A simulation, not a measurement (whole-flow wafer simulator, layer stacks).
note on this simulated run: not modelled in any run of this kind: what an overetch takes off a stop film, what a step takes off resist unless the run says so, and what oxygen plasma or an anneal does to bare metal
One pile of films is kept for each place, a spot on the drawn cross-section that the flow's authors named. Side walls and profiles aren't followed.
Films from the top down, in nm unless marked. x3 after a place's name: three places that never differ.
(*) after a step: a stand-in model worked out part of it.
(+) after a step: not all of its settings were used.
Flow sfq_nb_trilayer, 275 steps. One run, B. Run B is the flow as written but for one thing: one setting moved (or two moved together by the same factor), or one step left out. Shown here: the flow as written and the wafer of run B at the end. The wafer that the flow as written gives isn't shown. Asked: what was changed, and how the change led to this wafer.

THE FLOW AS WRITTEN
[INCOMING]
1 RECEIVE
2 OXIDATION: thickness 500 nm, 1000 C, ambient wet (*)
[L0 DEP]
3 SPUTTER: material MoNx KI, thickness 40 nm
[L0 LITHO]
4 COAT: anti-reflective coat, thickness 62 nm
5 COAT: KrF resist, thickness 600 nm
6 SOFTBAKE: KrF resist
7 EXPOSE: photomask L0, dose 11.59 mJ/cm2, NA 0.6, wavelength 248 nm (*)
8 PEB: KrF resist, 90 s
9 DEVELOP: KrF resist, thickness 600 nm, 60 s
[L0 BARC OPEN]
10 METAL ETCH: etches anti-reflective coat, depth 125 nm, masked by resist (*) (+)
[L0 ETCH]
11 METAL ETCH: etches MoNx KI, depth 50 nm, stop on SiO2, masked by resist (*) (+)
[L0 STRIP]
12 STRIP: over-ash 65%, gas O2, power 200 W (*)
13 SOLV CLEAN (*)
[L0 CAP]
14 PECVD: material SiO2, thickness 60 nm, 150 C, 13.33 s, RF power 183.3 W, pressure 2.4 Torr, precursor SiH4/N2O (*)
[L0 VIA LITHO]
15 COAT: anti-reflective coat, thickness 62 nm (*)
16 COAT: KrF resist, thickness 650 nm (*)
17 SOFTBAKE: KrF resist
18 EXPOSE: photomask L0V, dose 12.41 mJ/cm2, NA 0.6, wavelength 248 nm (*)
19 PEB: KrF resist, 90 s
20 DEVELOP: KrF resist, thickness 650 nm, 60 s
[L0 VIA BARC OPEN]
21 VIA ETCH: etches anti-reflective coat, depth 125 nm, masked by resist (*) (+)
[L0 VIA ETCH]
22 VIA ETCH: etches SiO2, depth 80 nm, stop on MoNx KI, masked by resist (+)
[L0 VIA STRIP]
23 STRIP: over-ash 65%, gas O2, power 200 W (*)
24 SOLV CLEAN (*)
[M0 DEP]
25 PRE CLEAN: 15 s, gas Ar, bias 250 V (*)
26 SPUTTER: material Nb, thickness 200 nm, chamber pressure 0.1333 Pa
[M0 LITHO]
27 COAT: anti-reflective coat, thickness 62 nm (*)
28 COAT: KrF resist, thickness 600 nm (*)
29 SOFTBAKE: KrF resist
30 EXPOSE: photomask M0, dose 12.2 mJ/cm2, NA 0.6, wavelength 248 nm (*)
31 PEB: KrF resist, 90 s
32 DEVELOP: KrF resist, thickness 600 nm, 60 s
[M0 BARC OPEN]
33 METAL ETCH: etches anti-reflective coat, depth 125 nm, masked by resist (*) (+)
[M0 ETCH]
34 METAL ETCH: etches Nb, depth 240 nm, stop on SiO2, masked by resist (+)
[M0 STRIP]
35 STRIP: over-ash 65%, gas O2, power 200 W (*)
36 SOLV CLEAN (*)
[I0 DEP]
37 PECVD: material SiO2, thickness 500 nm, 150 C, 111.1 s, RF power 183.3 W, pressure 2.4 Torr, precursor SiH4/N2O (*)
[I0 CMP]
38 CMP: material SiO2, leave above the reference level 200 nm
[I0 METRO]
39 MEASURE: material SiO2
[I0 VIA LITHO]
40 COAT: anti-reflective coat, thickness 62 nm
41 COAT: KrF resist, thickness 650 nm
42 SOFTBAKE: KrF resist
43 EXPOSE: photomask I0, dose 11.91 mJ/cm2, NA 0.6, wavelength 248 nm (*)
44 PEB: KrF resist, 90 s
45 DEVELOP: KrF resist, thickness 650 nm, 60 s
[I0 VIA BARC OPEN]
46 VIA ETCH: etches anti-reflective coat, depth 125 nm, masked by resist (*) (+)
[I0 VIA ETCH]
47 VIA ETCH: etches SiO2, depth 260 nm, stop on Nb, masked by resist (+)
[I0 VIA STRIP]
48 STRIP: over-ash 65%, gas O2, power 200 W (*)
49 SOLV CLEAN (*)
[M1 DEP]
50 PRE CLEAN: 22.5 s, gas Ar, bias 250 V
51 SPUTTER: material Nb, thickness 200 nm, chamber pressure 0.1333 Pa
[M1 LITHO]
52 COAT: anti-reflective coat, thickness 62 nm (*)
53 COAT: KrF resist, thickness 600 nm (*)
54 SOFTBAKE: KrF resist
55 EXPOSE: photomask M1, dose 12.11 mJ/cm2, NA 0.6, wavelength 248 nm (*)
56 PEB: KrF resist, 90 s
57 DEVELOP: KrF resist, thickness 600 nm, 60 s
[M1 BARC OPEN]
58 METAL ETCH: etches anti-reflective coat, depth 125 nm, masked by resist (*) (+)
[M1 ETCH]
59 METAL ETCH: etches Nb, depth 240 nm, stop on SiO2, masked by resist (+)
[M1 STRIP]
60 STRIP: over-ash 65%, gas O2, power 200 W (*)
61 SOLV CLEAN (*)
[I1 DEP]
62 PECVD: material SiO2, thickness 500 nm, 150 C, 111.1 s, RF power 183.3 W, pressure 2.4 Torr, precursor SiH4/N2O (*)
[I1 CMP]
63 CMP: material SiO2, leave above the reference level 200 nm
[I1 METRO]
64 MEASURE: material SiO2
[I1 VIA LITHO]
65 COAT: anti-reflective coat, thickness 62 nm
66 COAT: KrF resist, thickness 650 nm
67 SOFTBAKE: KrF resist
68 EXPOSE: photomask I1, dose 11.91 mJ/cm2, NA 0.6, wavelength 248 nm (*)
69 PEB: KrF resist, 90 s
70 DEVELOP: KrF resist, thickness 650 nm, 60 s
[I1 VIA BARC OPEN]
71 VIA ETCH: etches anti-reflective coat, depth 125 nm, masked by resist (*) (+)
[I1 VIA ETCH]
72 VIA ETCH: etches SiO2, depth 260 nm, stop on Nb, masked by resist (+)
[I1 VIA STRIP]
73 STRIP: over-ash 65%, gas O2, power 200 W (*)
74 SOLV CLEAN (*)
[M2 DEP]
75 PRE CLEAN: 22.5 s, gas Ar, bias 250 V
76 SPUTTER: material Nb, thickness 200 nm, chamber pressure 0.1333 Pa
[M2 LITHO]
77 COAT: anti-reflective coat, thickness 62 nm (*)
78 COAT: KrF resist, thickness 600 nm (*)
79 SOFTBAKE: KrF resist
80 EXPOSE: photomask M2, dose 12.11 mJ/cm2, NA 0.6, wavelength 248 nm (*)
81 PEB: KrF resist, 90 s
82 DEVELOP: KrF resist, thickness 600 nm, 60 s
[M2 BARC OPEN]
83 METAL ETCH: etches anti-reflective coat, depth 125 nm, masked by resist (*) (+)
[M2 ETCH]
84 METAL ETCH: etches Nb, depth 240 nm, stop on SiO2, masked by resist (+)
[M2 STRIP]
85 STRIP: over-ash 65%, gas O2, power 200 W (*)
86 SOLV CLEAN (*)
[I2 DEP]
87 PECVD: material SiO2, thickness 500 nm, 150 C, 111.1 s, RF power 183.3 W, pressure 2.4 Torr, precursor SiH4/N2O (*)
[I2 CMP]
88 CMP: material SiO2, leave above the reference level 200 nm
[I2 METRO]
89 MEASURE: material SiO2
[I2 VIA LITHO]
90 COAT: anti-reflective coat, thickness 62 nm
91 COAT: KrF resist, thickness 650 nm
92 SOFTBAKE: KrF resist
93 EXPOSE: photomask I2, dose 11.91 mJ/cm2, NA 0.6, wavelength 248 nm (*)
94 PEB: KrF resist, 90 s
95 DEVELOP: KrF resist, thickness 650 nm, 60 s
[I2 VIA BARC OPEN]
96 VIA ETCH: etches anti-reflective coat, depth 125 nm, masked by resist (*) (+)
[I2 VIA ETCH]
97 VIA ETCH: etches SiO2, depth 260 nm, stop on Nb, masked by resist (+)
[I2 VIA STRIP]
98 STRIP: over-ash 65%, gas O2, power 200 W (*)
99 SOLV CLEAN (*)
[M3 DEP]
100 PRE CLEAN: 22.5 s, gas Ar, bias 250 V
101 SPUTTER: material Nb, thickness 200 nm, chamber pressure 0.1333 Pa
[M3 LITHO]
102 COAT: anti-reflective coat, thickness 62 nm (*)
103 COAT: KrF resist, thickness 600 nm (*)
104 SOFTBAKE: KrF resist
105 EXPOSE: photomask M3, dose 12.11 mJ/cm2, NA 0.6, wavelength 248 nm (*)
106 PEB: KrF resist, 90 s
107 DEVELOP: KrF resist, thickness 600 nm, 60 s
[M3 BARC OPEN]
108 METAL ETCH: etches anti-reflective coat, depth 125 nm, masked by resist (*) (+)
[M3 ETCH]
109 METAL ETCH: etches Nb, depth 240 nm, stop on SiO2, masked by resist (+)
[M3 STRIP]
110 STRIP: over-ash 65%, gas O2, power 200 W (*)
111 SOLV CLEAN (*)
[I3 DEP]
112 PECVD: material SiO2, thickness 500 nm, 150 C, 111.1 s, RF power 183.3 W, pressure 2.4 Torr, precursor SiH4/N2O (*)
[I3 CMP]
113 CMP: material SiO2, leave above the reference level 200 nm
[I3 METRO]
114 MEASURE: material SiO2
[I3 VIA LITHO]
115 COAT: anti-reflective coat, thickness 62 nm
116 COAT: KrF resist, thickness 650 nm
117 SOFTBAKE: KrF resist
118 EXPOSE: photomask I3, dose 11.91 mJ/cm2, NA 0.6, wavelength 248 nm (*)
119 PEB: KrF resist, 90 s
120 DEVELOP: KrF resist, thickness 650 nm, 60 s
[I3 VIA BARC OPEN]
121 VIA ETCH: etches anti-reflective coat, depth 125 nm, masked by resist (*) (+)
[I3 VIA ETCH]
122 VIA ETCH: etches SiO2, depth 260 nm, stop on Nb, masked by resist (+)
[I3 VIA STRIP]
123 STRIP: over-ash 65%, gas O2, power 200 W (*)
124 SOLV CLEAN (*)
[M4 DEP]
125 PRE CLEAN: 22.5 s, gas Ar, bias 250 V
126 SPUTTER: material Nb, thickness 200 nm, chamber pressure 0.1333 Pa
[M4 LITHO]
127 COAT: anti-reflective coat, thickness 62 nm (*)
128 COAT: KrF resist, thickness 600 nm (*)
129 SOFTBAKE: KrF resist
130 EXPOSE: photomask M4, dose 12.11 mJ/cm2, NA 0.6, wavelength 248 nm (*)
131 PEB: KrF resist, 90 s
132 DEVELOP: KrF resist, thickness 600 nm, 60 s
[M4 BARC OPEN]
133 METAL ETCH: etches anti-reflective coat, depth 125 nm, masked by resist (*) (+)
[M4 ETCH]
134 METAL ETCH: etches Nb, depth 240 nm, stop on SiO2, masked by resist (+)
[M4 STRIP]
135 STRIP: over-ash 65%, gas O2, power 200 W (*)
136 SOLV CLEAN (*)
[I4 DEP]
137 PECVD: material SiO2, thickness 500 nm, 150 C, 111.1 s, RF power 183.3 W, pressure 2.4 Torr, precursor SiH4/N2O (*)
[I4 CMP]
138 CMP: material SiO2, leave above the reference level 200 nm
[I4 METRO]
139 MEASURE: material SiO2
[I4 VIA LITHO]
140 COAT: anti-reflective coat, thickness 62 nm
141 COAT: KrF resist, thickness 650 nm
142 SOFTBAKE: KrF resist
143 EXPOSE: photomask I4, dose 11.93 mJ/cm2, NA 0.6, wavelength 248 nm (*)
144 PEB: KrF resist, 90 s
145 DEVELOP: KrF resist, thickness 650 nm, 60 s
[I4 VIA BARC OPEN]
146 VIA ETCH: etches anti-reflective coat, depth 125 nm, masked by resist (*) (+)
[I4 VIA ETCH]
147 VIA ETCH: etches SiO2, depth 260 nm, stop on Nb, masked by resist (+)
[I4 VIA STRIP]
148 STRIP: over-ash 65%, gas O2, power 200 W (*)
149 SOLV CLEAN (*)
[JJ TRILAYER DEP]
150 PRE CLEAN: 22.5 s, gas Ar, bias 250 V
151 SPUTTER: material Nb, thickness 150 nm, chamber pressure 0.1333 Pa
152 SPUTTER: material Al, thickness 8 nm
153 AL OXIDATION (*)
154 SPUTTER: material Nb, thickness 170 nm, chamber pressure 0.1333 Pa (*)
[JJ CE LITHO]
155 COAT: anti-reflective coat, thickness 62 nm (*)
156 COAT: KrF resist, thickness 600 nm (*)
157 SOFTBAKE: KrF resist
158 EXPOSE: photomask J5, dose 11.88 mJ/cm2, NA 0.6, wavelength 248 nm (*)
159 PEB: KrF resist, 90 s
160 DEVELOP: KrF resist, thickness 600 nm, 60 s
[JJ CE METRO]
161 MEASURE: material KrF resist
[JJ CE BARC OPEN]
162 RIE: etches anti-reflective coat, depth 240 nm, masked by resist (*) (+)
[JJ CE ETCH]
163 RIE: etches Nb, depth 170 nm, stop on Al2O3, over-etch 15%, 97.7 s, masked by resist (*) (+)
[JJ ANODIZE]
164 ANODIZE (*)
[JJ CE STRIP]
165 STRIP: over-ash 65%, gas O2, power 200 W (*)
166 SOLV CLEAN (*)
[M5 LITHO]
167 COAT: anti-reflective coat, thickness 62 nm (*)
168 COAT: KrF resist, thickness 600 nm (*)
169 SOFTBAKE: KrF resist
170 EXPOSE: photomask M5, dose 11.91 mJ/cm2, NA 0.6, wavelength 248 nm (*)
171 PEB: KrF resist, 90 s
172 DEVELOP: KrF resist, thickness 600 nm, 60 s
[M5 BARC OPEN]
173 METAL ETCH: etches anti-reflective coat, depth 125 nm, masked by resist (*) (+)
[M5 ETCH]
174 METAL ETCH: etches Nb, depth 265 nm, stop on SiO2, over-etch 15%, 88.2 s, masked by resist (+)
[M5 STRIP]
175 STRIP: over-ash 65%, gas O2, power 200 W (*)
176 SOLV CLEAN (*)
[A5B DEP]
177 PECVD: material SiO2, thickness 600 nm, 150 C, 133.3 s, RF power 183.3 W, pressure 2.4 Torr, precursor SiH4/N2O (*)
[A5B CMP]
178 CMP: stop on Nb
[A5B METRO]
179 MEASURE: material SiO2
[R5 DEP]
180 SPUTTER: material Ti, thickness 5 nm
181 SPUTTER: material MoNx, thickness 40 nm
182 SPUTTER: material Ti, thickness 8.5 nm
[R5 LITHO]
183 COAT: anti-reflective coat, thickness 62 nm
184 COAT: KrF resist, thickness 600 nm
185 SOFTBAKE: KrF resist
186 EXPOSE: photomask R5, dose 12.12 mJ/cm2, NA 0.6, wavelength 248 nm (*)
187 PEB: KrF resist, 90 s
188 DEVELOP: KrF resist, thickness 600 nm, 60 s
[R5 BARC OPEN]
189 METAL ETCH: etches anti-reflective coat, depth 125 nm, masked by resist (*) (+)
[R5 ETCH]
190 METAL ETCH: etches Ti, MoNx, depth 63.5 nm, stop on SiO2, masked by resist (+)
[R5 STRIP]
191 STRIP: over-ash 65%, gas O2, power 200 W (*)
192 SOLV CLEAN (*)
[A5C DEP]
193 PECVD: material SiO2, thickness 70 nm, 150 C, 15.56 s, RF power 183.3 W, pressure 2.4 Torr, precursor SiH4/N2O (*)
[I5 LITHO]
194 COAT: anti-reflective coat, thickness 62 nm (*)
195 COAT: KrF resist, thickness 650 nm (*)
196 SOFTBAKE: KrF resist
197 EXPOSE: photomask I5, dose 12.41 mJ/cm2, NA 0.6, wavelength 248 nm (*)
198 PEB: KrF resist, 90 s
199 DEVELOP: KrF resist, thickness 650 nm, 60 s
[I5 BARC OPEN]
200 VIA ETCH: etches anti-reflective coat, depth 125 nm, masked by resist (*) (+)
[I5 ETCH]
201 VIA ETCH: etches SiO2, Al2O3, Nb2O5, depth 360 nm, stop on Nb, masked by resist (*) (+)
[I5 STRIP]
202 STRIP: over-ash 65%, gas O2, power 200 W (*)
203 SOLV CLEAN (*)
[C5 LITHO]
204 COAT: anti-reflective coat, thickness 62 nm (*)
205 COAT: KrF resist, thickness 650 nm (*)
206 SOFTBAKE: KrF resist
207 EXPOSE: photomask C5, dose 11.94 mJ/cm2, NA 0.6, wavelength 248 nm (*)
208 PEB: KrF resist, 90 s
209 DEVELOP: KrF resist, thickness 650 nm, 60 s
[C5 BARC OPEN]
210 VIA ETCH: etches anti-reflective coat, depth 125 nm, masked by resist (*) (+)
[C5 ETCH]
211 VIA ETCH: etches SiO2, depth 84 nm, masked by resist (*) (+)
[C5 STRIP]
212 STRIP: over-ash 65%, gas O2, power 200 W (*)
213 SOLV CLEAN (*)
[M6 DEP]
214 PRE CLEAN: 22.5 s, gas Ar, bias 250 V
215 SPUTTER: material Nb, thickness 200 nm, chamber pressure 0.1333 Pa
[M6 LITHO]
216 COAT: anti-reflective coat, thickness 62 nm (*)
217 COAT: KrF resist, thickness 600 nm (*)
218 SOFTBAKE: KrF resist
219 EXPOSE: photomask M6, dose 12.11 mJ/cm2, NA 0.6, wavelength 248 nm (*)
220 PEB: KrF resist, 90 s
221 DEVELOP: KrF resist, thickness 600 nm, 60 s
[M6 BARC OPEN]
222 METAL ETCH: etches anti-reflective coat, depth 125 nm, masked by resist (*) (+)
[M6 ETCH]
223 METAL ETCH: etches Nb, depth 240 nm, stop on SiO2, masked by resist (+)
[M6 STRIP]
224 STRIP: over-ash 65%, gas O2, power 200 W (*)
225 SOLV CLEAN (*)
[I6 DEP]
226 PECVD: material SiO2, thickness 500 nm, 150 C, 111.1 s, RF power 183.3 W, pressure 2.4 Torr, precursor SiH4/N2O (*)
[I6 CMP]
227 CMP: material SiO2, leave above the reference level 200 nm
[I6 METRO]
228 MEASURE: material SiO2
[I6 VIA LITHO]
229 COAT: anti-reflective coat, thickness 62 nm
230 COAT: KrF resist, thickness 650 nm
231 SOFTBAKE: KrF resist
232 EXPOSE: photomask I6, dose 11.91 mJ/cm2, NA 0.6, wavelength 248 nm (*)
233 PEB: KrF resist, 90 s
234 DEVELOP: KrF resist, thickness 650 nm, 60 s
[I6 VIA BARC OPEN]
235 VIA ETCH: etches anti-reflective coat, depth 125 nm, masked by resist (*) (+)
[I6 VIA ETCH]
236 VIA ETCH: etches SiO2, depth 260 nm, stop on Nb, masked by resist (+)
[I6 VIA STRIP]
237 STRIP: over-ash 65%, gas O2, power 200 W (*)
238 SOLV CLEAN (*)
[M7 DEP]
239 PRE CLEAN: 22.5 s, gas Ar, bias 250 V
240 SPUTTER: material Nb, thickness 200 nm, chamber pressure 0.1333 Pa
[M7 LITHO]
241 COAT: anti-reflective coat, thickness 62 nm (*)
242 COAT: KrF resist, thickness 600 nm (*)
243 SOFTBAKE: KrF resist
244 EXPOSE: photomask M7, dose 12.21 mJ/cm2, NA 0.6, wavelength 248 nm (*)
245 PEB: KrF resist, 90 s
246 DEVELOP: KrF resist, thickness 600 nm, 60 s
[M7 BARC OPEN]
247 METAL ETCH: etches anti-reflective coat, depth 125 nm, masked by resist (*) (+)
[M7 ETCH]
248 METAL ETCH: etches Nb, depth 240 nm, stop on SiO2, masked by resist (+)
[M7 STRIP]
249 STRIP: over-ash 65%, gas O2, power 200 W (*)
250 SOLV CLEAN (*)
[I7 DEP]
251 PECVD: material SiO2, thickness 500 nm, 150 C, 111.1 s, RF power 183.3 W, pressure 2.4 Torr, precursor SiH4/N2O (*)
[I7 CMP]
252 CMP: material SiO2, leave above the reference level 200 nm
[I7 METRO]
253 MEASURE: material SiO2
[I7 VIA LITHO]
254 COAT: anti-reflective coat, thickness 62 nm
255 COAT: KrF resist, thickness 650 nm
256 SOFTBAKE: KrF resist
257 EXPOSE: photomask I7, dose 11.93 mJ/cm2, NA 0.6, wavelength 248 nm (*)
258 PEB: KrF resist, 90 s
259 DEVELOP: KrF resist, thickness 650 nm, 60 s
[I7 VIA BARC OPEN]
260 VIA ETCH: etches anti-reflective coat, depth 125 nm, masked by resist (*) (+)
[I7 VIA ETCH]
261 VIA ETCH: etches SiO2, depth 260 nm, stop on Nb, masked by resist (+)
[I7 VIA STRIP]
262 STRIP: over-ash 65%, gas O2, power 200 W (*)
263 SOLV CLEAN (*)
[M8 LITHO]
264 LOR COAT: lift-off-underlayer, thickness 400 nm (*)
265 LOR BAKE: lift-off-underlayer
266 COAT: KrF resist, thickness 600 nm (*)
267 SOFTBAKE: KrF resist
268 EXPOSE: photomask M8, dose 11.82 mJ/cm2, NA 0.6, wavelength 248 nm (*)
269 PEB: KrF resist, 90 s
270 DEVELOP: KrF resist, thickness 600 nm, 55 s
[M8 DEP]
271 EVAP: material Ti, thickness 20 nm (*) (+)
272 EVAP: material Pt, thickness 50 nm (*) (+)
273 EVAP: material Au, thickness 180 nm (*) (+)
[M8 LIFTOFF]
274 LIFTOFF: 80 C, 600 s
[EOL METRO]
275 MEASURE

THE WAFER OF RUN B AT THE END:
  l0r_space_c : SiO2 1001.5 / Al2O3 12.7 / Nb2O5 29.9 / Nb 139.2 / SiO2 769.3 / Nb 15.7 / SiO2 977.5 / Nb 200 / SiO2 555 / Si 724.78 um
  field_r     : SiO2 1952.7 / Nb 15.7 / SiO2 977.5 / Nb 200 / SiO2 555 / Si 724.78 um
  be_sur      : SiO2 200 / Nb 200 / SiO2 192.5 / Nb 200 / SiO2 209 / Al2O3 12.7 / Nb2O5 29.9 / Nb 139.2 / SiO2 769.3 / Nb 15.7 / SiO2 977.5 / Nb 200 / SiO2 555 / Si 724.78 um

The cause: step 109, METAL ETCH: depth 184.3 nm was run, where the flow has depth 240 nm.

How the change led to this, step by step:
  109 METAL ETCH: etches Nb, depth 240 nm, stop on SiO2, masked by resist (+)
      field_l, be, be_sur and 72 more: Nb -184.3 (as written it would be: Nb -200 (all of it))
      v_sur, via_wl, via_w and 28 more: KrF resist -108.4 (as written it would be: KrF resist -141.2)
  110 STRIP: over-ash 65%, gas O2, power 200 W (*)
      p4_w1 x9, wl_j_sl, wl_jj and 13 more: KrF resist -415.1 (all of it), anti-reflective coat -62 (all of it) (as written it would be: KrF resist -382.4 (all of it), anti-reflective coat -62 (all of it))
      via_wl, via_wr: KrF resist -417 (all of it), anti-reflective coat -34.2 (all of it) (as written it would be: KrF resist -384.2 (all of it), anti-reflective coat -34.2 (all of it))
      (and at 5 more places)
  112 PECVD: material SiO2, thickness 500 nm, 150 C, 111.1 s, RF power 183.3 W, pressure 2.4 Torr, precursor SiH4/N2O (*)
      field_l, be, be_sur and 64 more: SiO2 +500 (new film) (as written it would be: SiO2 +500)
      p4_g1 x2, p3_s0 x6: SiO2 +541.4 (new film) (as written it would be: SiO2 +557.1)
  113 CMP: material SiO2, leave above the reference level 200 nm
      field_l, be, be_sur and 64 more: SiO2 -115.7 (as written it would be: SiO2 -100)
Counting metal films that touch as one body, l0r_space_c has 3 bodies (between them, from the top down: SiO2 769.3; SiO2 977.5); the flow as written gives 2 bodies (between them, from the top down: SiO2 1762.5).
Counting metal films that touch as one body, field_r has 2 bodies (between them, from the top down: SiO2 977.5); the flow as written gives 1 body.
Counting metal films that touch as one body, be_sur has 5 bodies (between them, from the top down: SiO2 192.5; SiO2 209 / Al2O3 12.7 / Nb2O5 29.9; SiO2 769.3; SiO2 977.5); the flow as written gives 4 bodies (between them, from the top down: SiO2 192.5; SiO2 209 / Al2O3 12.7 / Nb2O5 29.9; SiO2 1762.5).
